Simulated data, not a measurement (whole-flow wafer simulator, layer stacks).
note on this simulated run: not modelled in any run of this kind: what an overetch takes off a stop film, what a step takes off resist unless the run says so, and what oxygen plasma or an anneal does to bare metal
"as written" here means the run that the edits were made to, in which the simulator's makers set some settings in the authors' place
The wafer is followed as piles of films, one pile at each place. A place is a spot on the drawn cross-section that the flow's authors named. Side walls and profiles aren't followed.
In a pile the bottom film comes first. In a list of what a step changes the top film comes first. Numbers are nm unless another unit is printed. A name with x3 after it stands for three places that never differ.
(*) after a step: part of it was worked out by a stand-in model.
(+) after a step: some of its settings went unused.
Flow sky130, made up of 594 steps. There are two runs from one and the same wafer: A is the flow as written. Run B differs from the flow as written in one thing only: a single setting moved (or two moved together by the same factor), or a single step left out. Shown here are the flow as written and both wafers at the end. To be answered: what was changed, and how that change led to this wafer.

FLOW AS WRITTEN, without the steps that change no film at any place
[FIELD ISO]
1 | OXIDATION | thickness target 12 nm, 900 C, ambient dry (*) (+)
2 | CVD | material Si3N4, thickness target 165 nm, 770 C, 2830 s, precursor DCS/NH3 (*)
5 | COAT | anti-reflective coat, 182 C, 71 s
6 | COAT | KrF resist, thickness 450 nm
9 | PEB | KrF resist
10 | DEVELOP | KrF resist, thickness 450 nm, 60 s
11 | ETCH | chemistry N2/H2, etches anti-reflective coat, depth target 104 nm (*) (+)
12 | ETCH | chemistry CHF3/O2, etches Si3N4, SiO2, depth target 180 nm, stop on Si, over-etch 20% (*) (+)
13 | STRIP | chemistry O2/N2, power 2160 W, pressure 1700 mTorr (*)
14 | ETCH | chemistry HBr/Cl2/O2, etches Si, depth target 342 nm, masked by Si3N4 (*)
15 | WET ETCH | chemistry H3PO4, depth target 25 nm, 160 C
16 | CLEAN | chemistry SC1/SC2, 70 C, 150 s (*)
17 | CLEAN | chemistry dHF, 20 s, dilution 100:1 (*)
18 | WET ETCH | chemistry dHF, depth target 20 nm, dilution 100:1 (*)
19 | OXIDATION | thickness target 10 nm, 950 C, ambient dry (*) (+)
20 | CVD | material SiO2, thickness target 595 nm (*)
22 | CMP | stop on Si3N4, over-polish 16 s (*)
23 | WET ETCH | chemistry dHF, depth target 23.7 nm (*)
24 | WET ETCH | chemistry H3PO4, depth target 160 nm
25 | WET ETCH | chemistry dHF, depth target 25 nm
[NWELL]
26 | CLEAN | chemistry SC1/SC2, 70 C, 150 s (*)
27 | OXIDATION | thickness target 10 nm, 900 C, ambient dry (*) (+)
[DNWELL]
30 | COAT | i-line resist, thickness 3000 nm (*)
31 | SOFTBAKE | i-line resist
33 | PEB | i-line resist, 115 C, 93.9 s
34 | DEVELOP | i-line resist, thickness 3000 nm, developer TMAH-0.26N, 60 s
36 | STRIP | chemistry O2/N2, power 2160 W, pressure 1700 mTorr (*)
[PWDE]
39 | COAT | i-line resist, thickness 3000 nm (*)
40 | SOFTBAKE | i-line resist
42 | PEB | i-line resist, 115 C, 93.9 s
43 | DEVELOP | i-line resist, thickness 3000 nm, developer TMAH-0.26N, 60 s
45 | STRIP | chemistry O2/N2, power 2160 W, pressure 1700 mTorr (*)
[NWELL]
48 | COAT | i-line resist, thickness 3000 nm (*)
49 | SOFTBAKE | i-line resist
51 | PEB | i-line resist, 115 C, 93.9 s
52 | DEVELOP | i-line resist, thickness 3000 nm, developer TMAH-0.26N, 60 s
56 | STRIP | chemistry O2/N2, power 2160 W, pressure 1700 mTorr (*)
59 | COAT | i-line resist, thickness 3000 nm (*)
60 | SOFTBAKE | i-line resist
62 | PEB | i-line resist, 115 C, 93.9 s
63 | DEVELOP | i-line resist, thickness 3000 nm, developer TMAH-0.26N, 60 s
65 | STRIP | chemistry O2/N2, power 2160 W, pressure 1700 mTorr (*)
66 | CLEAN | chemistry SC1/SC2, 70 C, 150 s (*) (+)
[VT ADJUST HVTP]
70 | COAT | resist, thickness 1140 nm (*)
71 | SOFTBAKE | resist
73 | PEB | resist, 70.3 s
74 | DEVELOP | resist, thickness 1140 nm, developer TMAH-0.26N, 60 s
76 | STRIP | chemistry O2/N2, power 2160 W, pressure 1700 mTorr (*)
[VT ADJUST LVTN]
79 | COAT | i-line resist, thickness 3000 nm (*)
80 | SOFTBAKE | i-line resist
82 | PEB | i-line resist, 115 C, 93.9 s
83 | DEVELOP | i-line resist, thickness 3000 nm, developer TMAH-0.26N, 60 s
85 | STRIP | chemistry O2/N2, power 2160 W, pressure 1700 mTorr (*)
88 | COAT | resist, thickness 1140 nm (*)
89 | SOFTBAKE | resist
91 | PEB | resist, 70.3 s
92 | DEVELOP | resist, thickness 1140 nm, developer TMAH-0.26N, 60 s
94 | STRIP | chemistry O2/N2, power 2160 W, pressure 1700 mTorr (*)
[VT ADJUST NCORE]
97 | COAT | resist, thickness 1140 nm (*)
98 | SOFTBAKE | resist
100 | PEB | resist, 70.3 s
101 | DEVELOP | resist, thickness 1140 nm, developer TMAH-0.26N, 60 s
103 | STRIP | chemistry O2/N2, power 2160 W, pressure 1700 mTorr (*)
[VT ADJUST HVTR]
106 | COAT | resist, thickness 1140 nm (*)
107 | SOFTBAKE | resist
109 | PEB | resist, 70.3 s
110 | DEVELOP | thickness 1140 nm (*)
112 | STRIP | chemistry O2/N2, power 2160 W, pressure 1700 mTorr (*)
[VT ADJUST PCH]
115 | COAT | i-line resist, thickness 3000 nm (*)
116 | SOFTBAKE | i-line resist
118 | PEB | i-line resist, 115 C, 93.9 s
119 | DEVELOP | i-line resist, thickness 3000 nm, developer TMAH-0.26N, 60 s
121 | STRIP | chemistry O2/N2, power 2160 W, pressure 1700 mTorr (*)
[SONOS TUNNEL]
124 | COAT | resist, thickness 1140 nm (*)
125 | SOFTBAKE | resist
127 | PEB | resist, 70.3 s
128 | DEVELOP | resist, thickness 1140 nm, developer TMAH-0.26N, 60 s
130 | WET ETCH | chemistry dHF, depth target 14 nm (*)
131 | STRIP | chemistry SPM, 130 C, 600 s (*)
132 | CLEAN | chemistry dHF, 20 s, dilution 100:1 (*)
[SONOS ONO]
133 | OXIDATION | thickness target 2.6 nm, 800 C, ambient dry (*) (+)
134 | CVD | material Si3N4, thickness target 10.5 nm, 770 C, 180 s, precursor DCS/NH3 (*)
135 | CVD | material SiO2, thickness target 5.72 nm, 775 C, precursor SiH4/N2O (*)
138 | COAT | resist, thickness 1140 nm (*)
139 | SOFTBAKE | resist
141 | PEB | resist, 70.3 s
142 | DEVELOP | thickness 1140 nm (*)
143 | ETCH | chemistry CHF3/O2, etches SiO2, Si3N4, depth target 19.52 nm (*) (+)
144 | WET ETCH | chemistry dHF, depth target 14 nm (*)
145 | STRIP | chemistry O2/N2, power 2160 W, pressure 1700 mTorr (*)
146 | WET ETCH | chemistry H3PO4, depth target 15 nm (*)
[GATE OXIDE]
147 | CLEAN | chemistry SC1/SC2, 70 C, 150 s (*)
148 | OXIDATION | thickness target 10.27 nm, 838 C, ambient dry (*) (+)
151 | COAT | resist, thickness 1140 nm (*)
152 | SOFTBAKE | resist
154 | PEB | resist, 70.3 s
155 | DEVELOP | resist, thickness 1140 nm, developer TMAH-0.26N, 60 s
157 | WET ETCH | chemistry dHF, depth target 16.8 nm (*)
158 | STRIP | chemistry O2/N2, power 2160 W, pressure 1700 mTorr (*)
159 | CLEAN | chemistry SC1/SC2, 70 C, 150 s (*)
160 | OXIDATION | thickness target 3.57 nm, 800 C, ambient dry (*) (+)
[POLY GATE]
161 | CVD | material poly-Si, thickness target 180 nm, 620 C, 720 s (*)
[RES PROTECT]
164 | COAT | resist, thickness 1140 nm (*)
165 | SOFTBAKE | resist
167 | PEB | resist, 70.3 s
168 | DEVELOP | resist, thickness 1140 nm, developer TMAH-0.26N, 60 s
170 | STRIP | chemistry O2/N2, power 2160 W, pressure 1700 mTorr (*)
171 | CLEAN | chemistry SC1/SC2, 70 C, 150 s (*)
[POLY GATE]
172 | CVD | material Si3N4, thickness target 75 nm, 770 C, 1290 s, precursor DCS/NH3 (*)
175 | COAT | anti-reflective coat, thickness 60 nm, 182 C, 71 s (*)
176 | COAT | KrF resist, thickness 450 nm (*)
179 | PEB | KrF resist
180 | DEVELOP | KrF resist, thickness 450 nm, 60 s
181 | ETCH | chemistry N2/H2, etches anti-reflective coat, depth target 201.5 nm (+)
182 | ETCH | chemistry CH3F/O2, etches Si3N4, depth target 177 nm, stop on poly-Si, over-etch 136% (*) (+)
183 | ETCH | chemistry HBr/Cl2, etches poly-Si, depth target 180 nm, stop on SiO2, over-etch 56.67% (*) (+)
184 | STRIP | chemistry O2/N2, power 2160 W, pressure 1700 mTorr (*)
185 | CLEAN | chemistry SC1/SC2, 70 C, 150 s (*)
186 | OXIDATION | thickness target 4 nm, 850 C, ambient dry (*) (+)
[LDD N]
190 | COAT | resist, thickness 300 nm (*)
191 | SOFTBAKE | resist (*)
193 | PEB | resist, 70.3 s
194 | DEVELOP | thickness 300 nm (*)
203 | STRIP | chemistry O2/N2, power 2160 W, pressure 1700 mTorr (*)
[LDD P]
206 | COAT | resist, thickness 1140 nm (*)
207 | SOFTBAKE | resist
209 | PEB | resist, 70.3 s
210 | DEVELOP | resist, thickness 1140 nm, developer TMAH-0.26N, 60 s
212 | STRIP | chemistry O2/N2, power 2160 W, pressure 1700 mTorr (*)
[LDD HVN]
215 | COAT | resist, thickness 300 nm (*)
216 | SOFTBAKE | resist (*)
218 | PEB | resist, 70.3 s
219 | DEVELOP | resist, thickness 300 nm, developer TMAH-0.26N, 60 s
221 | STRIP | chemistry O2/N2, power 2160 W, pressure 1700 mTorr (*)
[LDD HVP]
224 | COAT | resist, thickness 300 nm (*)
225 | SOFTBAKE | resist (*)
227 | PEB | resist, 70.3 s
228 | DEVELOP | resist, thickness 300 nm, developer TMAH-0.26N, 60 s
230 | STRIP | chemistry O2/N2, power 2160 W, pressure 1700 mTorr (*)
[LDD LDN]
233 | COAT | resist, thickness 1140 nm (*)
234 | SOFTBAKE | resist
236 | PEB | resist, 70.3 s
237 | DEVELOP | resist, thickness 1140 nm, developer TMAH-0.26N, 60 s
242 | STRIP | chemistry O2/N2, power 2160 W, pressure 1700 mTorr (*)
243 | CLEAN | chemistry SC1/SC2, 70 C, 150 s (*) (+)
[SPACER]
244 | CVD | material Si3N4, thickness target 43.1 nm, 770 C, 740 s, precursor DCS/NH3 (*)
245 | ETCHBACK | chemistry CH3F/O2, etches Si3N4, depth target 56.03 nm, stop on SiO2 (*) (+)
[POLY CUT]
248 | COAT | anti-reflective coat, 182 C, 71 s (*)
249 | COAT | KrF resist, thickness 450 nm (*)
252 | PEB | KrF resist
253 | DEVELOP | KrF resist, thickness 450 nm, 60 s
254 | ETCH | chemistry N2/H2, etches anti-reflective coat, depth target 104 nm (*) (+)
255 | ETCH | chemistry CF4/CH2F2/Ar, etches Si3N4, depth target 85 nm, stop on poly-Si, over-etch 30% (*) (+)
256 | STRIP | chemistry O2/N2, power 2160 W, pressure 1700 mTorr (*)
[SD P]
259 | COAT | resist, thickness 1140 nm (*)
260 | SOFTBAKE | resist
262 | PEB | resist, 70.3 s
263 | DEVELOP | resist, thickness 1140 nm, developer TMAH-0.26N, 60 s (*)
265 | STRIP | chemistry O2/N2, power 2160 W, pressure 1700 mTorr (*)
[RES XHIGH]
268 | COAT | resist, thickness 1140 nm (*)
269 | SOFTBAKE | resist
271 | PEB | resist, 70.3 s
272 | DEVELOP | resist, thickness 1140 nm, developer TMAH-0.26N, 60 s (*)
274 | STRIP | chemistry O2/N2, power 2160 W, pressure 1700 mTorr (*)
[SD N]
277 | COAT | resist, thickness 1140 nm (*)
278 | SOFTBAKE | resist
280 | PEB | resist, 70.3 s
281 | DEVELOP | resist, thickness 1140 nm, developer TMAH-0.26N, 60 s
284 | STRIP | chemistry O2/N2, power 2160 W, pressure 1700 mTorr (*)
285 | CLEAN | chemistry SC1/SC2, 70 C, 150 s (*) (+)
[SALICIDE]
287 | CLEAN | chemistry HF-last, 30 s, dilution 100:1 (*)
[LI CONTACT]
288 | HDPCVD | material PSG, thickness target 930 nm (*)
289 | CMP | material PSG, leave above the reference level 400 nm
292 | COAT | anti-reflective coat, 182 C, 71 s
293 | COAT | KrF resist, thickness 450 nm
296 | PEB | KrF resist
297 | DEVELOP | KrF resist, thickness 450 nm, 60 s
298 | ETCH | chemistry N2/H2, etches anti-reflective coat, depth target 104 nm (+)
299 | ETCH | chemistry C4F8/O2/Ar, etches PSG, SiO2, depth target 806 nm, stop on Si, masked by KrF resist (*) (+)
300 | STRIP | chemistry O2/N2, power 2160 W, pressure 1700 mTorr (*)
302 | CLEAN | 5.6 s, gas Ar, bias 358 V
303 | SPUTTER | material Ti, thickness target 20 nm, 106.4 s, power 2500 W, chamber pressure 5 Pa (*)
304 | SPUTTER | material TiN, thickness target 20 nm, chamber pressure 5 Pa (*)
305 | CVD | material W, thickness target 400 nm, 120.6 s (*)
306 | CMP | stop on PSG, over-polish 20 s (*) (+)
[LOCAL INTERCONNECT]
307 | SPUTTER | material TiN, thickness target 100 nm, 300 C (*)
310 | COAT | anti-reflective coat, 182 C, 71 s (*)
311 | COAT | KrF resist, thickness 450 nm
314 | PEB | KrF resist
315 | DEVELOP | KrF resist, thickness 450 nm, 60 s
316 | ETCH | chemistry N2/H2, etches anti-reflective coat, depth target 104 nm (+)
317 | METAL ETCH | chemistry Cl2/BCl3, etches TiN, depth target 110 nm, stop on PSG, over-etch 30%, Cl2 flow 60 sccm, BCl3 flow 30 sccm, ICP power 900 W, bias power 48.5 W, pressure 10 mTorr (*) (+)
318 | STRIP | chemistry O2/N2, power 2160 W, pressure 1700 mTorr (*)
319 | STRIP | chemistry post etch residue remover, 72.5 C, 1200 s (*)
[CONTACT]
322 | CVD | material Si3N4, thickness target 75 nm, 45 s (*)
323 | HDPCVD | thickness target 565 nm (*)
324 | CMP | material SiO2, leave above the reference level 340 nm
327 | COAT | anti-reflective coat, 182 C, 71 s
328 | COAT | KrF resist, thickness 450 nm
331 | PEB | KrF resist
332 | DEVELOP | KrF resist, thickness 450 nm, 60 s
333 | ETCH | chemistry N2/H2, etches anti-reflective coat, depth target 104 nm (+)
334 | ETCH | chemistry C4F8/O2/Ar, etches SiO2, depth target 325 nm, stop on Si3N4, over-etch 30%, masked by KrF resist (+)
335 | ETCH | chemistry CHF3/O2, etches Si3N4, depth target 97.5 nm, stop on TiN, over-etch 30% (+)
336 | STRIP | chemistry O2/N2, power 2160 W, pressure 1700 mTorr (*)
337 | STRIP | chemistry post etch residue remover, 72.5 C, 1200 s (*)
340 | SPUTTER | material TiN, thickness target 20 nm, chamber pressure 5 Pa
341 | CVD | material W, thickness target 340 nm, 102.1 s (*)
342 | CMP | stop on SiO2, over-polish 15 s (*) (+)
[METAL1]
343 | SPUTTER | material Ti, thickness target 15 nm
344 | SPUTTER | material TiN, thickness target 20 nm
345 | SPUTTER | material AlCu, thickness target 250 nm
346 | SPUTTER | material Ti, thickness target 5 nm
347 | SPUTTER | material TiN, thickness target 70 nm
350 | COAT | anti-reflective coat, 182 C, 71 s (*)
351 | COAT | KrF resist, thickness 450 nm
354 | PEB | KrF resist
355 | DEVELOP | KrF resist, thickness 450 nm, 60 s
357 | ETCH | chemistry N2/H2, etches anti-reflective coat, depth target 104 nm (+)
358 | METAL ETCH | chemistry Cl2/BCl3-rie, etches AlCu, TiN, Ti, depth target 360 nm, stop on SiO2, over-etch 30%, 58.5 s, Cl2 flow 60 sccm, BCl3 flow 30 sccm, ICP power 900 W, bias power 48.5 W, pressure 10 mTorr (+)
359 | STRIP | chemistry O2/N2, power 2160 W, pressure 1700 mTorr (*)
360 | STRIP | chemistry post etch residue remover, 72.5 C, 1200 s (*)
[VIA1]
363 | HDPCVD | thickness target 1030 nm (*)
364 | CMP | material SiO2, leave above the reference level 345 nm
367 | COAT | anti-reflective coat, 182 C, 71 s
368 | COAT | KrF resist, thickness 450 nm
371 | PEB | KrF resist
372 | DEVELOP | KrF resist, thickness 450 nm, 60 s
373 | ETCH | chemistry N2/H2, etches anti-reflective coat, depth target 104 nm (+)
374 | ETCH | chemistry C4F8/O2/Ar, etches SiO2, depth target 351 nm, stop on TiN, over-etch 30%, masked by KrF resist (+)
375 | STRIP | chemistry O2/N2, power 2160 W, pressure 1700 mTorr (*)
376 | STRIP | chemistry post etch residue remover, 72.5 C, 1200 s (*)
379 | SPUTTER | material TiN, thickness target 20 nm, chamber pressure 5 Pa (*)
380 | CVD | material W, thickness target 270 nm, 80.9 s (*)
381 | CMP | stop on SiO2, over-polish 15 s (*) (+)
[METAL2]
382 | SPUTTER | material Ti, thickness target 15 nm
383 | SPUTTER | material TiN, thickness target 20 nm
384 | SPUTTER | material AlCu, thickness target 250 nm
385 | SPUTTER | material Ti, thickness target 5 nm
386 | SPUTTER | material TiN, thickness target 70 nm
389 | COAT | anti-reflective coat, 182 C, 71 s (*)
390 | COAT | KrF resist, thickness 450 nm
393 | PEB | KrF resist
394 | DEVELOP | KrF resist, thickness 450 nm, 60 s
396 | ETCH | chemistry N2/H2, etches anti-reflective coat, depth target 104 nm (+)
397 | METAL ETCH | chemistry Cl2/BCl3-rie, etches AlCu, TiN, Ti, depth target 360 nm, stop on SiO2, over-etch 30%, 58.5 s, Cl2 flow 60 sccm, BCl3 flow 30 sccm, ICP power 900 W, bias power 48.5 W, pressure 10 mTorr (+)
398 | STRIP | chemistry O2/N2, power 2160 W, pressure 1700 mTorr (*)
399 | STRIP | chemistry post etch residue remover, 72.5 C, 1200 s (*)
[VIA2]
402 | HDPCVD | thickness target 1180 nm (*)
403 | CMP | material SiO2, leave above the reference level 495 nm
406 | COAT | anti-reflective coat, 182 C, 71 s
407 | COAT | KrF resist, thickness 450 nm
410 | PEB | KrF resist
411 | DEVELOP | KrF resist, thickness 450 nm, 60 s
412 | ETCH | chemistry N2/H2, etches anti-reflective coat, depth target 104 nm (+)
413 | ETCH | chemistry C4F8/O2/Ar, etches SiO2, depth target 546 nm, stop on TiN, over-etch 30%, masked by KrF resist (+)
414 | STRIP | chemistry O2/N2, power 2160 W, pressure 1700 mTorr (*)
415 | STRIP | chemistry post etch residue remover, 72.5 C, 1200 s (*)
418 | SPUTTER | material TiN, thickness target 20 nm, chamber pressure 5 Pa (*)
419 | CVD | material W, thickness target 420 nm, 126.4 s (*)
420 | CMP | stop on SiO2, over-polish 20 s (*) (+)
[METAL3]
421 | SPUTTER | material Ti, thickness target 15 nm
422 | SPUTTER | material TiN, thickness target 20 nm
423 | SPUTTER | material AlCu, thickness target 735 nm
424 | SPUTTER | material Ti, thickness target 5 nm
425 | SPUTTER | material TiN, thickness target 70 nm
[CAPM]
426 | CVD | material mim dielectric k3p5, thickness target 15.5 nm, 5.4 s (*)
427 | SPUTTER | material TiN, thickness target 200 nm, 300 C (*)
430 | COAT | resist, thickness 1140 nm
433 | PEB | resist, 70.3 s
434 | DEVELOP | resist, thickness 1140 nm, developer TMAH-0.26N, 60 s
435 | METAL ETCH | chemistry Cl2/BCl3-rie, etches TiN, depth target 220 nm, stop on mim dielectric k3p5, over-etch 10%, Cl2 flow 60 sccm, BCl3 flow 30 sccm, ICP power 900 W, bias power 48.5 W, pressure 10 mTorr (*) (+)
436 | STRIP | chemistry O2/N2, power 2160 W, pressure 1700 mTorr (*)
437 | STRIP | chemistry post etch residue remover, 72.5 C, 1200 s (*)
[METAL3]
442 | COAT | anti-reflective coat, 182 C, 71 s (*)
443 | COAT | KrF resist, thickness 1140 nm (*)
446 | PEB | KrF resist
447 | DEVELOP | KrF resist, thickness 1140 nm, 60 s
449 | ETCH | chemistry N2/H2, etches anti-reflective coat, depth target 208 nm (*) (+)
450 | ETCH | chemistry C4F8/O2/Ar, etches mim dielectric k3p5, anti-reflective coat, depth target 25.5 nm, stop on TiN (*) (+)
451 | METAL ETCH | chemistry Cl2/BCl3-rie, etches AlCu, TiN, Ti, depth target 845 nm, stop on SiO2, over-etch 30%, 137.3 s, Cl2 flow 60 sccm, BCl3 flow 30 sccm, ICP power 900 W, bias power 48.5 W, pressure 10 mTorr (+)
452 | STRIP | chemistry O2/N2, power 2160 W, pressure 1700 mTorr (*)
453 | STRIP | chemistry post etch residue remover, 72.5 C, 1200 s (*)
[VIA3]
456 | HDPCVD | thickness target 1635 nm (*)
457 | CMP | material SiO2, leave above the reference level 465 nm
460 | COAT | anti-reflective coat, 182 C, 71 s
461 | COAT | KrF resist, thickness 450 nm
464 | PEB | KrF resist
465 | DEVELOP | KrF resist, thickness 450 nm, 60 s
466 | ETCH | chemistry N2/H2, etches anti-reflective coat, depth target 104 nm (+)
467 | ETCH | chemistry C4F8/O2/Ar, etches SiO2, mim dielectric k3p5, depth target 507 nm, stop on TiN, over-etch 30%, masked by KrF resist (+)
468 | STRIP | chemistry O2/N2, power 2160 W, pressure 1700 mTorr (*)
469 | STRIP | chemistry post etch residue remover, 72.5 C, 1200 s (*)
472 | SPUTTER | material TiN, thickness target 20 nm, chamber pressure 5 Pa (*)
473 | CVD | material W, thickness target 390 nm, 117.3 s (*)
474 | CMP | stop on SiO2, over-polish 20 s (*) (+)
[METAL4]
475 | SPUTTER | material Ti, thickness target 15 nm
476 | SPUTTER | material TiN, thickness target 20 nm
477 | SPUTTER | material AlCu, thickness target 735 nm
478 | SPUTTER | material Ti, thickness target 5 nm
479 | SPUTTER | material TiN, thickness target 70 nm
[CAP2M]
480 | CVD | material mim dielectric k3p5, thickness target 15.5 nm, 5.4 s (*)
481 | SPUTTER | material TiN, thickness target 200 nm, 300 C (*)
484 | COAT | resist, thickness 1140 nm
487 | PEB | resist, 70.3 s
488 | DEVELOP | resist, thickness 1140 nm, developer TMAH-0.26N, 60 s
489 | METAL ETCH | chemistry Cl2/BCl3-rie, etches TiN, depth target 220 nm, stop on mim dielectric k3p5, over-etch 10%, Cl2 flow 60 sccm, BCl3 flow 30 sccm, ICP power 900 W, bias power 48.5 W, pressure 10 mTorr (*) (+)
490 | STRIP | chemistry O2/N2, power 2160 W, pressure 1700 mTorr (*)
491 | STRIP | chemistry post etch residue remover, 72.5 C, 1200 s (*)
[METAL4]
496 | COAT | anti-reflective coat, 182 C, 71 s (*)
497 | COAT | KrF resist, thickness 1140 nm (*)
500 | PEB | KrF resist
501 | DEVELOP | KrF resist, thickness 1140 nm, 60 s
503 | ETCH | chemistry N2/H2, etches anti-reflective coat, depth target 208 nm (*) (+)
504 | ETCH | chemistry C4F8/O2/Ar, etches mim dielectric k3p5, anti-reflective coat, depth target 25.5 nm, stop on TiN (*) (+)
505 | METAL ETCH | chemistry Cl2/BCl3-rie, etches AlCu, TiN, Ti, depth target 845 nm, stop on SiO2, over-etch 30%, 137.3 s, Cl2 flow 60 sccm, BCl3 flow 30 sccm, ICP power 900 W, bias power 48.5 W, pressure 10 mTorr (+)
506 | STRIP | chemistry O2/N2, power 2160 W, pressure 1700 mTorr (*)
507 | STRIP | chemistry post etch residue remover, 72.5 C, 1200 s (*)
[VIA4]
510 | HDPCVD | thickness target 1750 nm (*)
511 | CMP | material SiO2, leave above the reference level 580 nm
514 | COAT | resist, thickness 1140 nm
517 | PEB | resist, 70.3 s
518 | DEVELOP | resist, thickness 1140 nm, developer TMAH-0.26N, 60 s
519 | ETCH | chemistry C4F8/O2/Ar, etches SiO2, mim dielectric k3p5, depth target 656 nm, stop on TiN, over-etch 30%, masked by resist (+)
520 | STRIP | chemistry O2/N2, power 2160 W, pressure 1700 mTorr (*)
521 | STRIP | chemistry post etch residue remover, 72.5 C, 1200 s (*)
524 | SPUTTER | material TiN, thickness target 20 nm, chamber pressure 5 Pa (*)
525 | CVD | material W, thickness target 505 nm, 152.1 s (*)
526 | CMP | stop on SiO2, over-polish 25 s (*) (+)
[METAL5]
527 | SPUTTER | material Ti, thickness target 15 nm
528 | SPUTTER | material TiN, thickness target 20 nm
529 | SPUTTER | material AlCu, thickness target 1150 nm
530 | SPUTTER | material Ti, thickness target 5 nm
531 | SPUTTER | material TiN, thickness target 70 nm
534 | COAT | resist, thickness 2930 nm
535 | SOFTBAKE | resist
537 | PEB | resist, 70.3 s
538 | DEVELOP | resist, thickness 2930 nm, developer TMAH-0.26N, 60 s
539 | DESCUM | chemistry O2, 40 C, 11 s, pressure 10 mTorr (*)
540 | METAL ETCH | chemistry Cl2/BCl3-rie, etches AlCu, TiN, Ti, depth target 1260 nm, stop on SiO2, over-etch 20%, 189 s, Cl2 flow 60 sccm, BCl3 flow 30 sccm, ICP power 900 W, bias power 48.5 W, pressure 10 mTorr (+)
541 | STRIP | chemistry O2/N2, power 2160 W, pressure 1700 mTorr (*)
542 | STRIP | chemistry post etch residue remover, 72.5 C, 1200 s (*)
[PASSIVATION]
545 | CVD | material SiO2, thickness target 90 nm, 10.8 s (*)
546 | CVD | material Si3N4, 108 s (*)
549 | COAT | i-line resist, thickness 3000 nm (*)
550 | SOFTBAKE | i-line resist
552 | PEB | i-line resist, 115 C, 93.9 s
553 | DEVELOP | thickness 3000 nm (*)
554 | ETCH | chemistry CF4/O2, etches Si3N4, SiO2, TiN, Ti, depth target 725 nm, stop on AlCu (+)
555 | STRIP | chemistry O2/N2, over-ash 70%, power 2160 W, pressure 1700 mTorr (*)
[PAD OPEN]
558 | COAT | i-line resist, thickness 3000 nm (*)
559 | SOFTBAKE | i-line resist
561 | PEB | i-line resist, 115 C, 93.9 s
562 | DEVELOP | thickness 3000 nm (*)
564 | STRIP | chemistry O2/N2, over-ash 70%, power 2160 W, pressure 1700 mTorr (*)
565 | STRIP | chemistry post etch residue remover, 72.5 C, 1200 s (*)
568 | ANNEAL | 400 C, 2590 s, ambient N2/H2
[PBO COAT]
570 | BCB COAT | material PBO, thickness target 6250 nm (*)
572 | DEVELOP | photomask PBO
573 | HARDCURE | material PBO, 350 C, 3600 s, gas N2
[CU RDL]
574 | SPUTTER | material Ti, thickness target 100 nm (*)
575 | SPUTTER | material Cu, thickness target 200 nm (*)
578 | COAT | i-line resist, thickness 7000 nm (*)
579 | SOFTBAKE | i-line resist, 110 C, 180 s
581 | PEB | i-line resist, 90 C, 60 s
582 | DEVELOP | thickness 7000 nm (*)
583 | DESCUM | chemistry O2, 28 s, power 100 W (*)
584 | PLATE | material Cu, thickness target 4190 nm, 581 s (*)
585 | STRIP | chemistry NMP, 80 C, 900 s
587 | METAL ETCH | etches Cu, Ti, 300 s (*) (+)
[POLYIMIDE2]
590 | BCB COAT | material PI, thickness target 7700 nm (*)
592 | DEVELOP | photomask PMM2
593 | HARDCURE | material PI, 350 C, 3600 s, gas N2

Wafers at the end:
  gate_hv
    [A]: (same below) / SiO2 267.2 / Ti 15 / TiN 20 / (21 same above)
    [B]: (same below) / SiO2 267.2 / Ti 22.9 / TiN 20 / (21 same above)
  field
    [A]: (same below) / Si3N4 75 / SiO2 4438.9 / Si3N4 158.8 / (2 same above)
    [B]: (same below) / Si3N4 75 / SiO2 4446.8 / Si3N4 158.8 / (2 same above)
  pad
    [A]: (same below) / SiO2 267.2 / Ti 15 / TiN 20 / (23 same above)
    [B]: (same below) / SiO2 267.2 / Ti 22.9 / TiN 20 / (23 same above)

Cause: step 382, SPUTTER: thickness target 22.9 nm was run, though the flow has thickness target 15 nm.
The wafer lets one read it off: gate_hv has Ti 22.9, and step 382 as written asks for 15 nm.

Step by step, how the change led to this:
  382 | SPUTTER | material Ti, thickness target 15 nm
      field, active, n_well and 188 more: A Ti gains 15 (new film) | B Ti gains 22.9 (new film)
  397 | METAL ETCH | chemistry Cl2/BCl3-rie, etches AlCu, TiN, Ti, depth target 360 nm, stop on SiO2, over-etch 30%, 58.5 s, Cl2 flow 60 sccm, BCl3 flow 30 sccm, ICP power 900 W, bias power 48.5 W, pressure 10 mTorr (+)
      field, active, gate and 82 more: A TiN loses 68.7 (all of it), Ti loses 5 (all of it), AlCu loses 250 (all of it), TiN loses 20 (all of it), Ti loses 15 (all of it), SiO2 loses 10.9 | B TiN loses 68.7 (all of it), Ti loses 5 (all of it), AlCu loses 250 (all of it), TiN loses 20 (all of it), Ti loses 22.9 (all of it), SiO2 loses 10.1
